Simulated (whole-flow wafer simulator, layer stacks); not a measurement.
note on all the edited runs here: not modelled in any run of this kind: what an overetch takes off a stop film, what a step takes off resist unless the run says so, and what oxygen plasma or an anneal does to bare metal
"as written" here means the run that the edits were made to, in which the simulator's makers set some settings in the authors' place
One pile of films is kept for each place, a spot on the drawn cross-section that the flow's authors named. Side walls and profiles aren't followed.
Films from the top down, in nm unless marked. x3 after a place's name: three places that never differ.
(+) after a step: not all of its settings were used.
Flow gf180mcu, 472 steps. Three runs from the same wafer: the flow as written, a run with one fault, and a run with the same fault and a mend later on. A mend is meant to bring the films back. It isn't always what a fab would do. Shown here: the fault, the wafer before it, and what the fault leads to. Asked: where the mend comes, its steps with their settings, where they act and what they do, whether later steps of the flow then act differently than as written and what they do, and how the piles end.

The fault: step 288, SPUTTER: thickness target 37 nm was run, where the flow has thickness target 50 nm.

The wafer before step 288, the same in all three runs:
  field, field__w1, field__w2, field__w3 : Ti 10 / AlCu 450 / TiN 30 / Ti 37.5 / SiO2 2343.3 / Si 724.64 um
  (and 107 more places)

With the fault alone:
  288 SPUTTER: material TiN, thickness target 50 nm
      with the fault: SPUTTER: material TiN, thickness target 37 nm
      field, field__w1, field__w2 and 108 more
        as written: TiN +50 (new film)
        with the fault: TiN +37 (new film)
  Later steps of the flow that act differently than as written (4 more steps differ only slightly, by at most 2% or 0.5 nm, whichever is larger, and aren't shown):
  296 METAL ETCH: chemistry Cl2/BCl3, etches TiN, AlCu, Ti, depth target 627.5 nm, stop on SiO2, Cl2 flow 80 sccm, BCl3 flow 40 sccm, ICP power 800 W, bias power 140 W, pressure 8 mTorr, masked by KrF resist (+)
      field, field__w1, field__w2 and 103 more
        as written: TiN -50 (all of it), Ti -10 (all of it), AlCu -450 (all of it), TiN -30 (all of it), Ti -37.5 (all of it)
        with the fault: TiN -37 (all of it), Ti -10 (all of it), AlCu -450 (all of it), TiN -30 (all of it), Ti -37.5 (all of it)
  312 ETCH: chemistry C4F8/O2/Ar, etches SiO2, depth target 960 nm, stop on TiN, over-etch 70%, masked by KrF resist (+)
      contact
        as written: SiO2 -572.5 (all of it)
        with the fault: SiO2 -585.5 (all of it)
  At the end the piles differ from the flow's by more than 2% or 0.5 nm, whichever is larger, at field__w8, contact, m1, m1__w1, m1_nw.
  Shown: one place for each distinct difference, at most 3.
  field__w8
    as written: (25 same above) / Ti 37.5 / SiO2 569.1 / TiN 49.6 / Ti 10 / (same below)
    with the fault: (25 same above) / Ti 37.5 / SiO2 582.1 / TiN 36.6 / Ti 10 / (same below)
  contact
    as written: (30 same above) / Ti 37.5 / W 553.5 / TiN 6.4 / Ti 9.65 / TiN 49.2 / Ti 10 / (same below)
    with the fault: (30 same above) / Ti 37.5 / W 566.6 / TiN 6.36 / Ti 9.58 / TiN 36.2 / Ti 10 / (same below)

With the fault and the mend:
  The mend comes after step 288.
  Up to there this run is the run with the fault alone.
  288a SPUTTER: material TiN, thickness target 13 nm (the flow's step 288 once more, with other settings)
      field, field__w1, field__w2 and 108 more
        TiN +13
  No later step of the flow acts differently than as written at any place that is followed.
  At the end the piles are the same as the flow's at every place that both follow.
